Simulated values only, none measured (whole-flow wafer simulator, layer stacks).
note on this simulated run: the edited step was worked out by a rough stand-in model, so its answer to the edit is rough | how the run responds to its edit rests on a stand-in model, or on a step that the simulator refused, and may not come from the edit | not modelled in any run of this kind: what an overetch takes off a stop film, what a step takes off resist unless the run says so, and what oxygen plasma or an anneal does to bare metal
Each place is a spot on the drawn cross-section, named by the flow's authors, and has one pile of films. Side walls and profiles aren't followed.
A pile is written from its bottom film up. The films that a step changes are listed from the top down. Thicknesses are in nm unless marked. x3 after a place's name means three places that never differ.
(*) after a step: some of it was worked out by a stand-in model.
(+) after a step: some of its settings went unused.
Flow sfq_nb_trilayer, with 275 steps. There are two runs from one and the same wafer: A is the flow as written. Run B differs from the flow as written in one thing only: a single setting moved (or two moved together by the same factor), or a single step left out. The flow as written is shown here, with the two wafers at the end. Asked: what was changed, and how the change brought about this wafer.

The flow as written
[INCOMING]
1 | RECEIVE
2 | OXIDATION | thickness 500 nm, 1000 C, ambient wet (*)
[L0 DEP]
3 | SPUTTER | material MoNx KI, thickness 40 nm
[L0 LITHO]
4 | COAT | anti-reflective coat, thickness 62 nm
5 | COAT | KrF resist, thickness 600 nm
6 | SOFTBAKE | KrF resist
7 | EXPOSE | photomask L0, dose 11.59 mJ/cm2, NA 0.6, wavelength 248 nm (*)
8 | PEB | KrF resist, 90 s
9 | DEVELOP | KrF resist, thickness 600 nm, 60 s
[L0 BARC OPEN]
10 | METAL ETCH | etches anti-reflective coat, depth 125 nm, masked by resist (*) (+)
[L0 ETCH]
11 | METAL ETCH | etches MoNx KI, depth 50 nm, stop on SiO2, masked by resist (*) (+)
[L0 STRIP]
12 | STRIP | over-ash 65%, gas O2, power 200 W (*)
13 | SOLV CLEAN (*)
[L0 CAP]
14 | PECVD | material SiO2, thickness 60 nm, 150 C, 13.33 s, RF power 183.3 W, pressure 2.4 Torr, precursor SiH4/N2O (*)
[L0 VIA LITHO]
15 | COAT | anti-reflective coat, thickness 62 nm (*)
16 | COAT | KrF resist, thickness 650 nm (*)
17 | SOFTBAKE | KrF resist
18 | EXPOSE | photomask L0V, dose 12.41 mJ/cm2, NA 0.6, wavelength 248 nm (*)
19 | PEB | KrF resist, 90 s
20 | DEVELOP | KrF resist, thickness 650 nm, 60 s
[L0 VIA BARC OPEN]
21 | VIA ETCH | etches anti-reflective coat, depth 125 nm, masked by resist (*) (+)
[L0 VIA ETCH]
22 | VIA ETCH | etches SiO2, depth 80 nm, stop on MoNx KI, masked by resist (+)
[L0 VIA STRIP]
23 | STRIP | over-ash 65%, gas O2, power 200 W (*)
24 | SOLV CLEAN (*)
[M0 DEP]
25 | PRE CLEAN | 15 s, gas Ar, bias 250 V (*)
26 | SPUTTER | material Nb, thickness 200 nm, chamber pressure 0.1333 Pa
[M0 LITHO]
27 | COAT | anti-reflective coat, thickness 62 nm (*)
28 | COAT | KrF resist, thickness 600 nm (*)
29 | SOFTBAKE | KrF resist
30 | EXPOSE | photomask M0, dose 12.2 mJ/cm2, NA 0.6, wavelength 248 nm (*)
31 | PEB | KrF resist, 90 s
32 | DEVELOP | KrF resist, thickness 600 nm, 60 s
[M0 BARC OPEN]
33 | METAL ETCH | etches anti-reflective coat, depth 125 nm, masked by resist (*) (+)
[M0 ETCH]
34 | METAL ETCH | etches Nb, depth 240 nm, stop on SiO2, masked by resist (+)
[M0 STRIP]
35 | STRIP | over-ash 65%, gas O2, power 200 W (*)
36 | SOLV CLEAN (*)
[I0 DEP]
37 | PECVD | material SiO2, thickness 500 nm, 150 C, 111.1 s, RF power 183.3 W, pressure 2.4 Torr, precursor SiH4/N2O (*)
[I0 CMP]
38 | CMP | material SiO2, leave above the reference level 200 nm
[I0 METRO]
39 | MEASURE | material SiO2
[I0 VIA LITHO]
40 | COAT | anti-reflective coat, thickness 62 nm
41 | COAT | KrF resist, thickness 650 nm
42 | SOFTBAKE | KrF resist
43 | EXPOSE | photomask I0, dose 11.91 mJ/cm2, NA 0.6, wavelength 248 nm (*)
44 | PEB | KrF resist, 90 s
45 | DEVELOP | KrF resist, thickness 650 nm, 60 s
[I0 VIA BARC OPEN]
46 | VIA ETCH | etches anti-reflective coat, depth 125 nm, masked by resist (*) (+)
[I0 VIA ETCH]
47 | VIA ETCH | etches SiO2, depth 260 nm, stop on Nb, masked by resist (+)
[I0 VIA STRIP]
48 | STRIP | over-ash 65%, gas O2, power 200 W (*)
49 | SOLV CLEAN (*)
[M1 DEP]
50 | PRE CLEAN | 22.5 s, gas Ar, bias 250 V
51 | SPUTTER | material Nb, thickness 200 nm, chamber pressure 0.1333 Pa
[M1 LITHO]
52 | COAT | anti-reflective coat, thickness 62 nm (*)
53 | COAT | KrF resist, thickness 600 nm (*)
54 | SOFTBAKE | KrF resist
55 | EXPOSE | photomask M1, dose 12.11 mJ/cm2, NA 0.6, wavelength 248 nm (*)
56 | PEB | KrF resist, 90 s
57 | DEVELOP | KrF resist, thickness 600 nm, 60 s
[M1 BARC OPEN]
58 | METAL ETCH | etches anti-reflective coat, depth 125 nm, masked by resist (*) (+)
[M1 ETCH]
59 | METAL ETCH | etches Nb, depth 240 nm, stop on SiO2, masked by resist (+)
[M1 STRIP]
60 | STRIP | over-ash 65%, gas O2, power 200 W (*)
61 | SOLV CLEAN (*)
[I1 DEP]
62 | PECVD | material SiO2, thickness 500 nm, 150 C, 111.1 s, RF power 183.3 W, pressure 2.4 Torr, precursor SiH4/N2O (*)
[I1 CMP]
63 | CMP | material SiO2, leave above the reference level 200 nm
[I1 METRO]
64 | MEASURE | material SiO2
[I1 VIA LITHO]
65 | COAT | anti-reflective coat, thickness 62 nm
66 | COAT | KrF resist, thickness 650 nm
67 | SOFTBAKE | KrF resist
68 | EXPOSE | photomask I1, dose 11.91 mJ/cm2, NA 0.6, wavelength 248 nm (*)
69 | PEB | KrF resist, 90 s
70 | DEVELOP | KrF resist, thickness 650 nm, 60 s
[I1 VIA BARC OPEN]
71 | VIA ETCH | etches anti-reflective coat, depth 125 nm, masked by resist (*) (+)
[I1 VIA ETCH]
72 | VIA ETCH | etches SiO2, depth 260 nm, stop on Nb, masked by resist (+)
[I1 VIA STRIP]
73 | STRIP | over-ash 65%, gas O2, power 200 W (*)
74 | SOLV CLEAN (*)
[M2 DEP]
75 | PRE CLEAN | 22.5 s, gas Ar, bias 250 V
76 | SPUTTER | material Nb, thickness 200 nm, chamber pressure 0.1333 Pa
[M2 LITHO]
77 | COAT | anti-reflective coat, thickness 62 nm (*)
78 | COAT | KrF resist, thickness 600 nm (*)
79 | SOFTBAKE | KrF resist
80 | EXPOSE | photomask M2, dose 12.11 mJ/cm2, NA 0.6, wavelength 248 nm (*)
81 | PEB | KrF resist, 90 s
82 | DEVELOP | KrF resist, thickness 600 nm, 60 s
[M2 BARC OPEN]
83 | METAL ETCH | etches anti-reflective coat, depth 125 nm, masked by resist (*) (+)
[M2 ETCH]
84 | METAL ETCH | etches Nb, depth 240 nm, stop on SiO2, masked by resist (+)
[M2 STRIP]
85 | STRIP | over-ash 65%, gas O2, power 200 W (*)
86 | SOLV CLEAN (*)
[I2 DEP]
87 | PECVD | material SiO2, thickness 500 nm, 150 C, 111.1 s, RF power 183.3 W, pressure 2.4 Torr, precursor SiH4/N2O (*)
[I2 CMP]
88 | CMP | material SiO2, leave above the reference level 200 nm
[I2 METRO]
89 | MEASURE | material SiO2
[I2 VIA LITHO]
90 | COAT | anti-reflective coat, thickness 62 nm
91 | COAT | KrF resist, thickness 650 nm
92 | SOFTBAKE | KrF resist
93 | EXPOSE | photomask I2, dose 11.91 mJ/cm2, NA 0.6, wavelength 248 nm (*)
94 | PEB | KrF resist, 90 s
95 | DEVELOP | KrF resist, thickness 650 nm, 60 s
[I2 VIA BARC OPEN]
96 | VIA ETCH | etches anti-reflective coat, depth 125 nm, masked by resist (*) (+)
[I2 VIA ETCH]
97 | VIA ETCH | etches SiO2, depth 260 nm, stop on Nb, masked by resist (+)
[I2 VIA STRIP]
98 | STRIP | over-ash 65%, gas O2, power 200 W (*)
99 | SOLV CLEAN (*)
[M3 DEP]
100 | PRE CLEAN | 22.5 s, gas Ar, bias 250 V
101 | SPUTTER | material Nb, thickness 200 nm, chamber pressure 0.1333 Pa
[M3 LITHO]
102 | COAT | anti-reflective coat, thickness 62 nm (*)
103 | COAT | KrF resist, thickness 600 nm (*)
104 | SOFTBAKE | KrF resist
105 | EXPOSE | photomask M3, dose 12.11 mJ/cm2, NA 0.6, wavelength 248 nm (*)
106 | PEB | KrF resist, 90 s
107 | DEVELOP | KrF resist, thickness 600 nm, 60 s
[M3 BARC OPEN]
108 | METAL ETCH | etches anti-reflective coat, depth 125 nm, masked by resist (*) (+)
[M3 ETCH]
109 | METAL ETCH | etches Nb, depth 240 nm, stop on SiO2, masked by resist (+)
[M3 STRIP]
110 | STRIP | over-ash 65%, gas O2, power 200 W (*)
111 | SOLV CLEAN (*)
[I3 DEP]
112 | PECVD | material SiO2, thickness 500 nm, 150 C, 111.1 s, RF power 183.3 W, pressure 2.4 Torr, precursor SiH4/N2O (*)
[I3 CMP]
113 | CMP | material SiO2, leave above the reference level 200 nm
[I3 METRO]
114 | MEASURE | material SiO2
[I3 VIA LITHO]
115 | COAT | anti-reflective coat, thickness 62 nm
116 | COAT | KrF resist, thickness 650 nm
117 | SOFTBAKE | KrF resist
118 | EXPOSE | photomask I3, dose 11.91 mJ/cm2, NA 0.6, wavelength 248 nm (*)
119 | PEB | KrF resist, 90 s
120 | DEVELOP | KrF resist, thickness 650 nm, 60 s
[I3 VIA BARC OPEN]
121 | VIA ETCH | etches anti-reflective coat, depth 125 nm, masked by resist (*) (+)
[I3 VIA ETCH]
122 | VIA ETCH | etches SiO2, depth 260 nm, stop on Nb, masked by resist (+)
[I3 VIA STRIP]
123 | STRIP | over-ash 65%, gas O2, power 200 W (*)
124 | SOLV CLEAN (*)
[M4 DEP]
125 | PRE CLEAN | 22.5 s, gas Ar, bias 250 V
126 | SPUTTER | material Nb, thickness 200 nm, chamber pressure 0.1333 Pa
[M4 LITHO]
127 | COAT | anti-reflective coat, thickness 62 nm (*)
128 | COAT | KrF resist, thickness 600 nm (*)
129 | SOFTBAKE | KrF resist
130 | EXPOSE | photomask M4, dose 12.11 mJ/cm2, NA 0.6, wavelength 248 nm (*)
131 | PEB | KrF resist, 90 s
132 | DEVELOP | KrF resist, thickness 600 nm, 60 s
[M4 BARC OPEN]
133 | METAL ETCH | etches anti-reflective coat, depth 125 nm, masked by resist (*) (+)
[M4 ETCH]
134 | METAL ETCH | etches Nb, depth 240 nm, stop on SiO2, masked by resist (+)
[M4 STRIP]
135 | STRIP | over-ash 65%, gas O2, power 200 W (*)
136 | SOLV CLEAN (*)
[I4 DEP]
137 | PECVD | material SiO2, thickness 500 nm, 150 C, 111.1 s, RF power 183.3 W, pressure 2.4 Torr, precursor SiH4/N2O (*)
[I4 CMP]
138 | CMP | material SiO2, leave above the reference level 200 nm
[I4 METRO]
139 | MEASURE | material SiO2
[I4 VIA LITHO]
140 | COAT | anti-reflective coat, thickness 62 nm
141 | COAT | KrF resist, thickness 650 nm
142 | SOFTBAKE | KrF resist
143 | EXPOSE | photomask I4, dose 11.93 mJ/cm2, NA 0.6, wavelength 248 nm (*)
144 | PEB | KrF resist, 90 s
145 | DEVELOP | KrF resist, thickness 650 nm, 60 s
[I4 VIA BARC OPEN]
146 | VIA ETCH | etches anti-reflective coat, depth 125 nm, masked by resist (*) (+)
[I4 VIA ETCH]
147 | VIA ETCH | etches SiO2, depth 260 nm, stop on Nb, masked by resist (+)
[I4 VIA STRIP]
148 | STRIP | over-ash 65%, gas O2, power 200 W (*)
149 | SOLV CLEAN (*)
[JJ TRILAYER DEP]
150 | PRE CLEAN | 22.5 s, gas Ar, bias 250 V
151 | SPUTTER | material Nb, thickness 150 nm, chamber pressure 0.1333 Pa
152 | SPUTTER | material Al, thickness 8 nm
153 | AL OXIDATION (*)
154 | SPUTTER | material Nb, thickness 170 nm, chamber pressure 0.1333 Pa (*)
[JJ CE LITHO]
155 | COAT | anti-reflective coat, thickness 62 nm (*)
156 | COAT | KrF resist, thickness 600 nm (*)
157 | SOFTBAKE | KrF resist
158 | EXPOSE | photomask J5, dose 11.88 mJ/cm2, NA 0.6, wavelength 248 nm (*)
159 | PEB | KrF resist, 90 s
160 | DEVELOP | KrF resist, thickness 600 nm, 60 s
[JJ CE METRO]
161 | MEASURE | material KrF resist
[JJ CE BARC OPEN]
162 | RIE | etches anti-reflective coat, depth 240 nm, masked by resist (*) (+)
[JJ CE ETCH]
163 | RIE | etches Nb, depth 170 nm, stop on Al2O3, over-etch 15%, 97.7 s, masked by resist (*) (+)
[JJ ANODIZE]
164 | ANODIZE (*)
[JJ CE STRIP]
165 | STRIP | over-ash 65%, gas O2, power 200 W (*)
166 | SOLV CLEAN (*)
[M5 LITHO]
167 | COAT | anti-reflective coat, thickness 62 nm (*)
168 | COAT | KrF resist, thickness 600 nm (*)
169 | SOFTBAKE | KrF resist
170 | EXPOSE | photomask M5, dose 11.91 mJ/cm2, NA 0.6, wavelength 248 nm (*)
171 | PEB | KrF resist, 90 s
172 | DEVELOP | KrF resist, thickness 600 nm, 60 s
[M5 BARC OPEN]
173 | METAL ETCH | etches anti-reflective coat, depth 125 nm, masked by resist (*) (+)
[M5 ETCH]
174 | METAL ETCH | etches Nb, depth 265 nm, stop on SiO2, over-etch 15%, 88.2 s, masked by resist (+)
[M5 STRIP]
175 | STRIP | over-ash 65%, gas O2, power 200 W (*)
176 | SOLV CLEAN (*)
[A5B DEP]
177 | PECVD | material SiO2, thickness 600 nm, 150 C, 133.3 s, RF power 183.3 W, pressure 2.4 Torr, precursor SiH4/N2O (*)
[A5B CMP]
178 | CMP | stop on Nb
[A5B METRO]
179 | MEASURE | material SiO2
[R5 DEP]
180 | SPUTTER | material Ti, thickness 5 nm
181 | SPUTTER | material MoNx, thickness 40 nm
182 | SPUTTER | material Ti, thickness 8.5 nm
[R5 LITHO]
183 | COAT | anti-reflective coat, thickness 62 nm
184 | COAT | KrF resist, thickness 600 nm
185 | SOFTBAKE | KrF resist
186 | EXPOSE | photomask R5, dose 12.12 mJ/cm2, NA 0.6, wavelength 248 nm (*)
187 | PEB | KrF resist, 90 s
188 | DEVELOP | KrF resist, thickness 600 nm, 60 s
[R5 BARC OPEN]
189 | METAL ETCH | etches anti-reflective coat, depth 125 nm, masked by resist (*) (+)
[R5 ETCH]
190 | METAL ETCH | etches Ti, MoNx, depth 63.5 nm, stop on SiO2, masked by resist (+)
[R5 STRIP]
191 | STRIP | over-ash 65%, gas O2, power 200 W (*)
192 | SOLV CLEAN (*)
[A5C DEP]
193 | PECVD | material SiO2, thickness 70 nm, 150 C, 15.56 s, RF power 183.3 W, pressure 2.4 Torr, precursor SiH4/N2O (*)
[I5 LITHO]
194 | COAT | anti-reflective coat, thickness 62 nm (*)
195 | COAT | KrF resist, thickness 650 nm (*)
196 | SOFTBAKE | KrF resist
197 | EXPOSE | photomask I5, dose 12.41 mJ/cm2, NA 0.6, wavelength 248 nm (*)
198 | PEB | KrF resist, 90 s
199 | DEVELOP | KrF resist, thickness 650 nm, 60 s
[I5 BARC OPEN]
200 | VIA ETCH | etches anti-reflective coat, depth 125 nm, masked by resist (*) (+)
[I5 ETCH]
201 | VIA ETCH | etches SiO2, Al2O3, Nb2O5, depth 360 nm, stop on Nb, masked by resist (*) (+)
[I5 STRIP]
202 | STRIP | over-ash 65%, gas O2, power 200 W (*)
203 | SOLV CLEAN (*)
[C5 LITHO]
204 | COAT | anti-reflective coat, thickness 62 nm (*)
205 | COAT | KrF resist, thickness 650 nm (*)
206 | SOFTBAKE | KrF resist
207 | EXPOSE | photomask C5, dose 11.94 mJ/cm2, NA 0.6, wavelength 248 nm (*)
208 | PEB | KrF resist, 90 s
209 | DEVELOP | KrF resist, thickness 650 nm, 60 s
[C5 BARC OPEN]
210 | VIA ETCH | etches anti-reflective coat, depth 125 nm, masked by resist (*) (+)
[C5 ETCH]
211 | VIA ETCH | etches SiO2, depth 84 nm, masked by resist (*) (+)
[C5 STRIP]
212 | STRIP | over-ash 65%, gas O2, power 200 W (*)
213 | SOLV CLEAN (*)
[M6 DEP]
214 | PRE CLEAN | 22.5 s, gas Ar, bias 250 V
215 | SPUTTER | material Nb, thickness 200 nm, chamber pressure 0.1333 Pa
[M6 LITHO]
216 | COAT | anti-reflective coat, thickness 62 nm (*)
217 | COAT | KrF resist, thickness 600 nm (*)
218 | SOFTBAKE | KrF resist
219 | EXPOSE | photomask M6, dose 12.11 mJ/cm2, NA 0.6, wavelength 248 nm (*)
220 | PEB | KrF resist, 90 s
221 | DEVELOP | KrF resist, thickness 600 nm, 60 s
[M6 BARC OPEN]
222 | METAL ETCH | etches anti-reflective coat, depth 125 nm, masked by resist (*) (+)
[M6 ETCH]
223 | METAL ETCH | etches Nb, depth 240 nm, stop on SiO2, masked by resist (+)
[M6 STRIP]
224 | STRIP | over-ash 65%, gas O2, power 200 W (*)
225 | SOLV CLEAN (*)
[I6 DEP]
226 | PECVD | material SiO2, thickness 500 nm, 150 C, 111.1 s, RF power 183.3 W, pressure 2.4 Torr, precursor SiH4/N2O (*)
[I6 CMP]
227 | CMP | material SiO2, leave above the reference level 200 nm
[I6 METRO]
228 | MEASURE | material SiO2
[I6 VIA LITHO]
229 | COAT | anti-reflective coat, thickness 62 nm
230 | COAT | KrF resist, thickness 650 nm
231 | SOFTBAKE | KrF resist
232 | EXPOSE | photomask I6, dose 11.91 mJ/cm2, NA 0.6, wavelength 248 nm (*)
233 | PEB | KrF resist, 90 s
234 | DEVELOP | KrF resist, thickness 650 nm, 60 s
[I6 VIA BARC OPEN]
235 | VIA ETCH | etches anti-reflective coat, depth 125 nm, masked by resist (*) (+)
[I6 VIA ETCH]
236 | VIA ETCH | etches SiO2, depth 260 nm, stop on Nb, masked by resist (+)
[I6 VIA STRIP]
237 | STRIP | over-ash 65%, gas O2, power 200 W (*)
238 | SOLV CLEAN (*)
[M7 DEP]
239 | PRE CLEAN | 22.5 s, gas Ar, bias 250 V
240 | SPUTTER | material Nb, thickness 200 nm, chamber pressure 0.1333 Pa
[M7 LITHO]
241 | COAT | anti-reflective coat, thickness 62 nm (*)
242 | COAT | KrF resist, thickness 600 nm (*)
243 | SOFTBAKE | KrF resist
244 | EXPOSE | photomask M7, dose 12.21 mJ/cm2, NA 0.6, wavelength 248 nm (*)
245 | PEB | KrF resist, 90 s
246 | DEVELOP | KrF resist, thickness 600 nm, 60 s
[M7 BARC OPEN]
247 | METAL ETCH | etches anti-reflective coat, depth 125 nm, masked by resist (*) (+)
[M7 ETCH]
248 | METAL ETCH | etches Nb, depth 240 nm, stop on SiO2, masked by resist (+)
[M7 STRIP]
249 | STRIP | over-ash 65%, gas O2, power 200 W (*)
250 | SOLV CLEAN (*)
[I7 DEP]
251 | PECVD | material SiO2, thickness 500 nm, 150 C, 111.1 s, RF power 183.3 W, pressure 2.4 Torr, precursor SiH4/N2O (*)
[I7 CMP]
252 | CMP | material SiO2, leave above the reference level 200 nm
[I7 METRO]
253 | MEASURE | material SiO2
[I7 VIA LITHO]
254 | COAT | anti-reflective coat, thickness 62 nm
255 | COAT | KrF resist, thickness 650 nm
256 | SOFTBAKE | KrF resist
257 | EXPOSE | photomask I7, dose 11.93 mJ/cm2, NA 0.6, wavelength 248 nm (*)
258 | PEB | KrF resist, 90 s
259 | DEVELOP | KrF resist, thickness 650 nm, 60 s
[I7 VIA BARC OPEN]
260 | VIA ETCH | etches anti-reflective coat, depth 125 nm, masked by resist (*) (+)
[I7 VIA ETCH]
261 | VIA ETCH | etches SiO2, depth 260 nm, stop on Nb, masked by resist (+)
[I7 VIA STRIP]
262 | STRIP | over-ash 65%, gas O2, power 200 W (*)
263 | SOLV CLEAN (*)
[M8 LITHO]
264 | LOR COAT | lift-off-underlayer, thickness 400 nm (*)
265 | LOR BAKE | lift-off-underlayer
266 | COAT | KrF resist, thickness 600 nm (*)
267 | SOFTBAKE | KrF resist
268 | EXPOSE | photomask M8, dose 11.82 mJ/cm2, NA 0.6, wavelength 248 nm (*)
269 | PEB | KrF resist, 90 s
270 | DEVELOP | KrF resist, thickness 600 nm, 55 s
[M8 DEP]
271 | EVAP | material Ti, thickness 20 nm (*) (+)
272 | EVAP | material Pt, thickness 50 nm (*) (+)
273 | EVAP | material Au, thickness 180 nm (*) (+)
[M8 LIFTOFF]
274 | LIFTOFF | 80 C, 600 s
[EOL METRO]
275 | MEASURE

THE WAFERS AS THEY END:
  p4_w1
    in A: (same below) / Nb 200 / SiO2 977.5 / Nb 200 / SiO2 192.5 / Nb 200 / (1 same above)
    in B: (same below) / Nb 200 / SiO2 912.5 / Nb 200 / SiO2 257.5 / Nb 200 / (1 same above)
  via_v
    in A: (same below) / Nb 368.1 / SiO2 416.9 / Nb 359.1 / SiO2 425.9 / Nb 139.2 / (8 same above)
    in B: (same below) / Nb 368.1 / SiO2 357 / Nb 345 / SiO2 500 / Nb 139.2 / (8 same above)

What caused this: step 87, PECVD: thickness 335 nm was run, whereas the flow has thickness 500 nm; step 87, PECVD: 74.44 s was run, where the flow has 111.1 s.

Step by step, how the change led to this:
  87 | PECVD | material SiO2, thickness 500 nm, 150 C, 111.1 s, RF power 183.3 W, pressure 2.4 Torr, precursor SiH4/N2O (*)
      field_l, be, be_sur and 81 more: A SiO2 gains 500 | B SiO2 gains 335
      v_sur, via_wl, via_w and 18 more: A SiO2 gains 500 (new film) | B SiO2 gains 335 (new film)
      (also at 1 further place)
  88 | CMP | material SiO2, leave above the reference level 200 nm
      field_l, be, be_sur and 81 more: A SiO2 loses 100 | B nothing
      via_v: A SiO2 loses 181.6 | B nothing
      (also at 21 further places)
  90 | COAT | anti-reflective coat, thickness 62 nm
      m0r_line_l, m0r_line_r, m6r_line_l, m6r_line_r, m7r_line_l, m7r_line_r: A anti-reflective coat gains 62 (new film) | B anti-reflective coat gains 63.6 (new film)
      m0r_space_l, m0r_space_r, m6r_space_l, m6r_space_r, m7r_space_l, m7r_space_r: A anti-reflective coat gains 62 (new film) | B anti-reflective coat gains 71.3 (new film)
      (also at 55 further places)
  91 | COAT | KrF resist, thickness 650 nm
      m5r_linepad_l, m5r_linepad_r: A KrF resist gains 650 (new film) | B KrF resist gains 636.6 (new film)
      v_sur: A KrF resist gains 650 (new film) | B KrF resist gains 626.1 (new film)
      (also at 19 further places)
  95 | DEVELOP | KrF resist, thickness 650 nm, 60 s
      via_w: A KrF resist loses 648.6 (all of it) | B KrF resist loses 625.7 (all of it)
  96 | VIA ETCH | etches anti-reflective coat, depth 125 nm, masked by resist (*) (+)
      field_l, v_sur, via_wl and 102 more: A KrF resist loses 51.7 | B KrF resist loses 47.3
      via_w: A anti-reflective coat loses 62 (all of it), SiO2 loses 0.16 | B anti-reflective coat loses 56.8 (all of it), SiO2 loses 0.14
  98 | STRIP | over-ash 65%, gas O2, power 200 W (*)
      m0r_line_l, m0r_line_r, m6r_line_l, m6r_line_r, m7r_line_l, m7r_line_r: A KrF resist loses 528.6 (all of it), anti-reflective coat loses 62 (all of it) | B KrF resist loses 545.4 (all of it), anti-reflective coat loses 63.6 (all of it)
      m0r_space_l, m0r_space_r, m6r_space_l, m6r_space_r, m7r_space_l, m7r_space_r: A KrF resist loses 528.6 (all of it), anti-reflective coat loses 62 (all of it) | B KrF resist loses 540.2 (all of it), anti-reflective coat loses 71.3 (all of it)
      (also at 56 further places)
  101 | SPUTTER | material Nb, thickness 200 nm, chamber pressure 0.1333 Pa
      via_v: A Nb gains 200 (new film) | B Nb gains 195.4 (new film)
  102 | COAT | anti-reflective coat, thickness 62 nm (*)
      m0r_line_r, m5r_line_l, m5r_line_r, m6r_line_r, m7r_line_r: A anti-reflective coat gains 62 (new film) | B anti-reflective coat gains 63.5 (new film)
      wl_a_sl, wl_a_m6, wl_b_m5, wl_b_sr: A anti-reflective coat gains 62 (new film) | B anti-reflective coat gains 60.3 (new film)
      (also at 58 further places)
  103 | COAT | KrF resist, thickness 600 nm (*)
      wl_c_sr, wl_e_m5: A KrF resist gains 600 (new film) | B KrF resist gains 586.2 (new film)
      m5r_linepad_l, m5r_linepad_r: A KrF resist gains 600 (new film) | B KrF resist gains 586.3 (new film)
      (also at 19 further places)
  107 | DEVELOP | KrF resist, thickness 600 nm, 60 s
      m5r_linepad_l, m5r_linepad_r: A KrF resist loses 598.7 (all of it) | B KrF resist loses 585.1 (all of it)
      wl_d_sl: A KrF resist loses 598.7 (all of it) | B KrF resist loses 620.5 (all of it)
      (also at 10 further places)
  108 | METAL ETCH | etches anti-reflective coat, depth 125 nm, masked by resist (*) (+)
      v_sur, via_wl, via_w and 28 more: A KrF resist loses 51.7 | B KrF resist loses 52.9
      m0r_line_r, m5r_line_l, m5r_line_r, m6r_line_r, m7r_line_r: A anti-reflective coat loses 62 (all of it) | B anti-reflective coat loses 63.5 (all of it)
      (also at 40 further places)
  110 | STRIP | over-ash 65%, gas O2, power 200 W (*)
      wl_a_sl, wl_b_sr: A KrF resist loses 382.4 (all of it), anti-reflective coat loses 62 (all of it) | B KrF resist loses 374 (all of it), anti-reflective coat loses 60.3 (all of it)
      wl_a_m6, wl_b_m5: A KrF resist loses 382.4 (all of it), anti-reflective coat loses 62 (all of it) | B KrF resist loses 374.4 (all of it), anti-reflective coat loses 60.3 (all of it)
      (also at 18 further places)
  113 | CMP | material SiO2, leave above the reference level 200 nm
      field_l, be, be_sur and 64 more: A SiO2 loses 100 | B SiO2 loses 35
      p4_w1, p4_w2, p4_w3 and 6 more: A SiO2 loses 300 | B SiO2 loses 235
      (also at 9 further places)
  122 | VIA ETCH | etches SiO2, depth 260 nm, stop on Nb, masked by resist (+)
      via_v: A SiO2 loses 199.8 (all of it) | B SiO2 loses 260
  125 | PRE CLEAN | 22.5 s, gas Ar, bias 250 V
      via_v: A Nb loses 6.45 | B SiO2 loses 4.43 (all of it), Nb loses 2.99
  ... 4 other steps ...
  137 | PECVD | material SiO2, thickness 500 nm, 150 C, 111.1 s, RF power 183.3 W, pressure 2.4 Torr, precursor SiH4/N2O (*)
      via_v: A SiO2 gains 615 (new film) | B SiO2 gains 689.1 (new film)
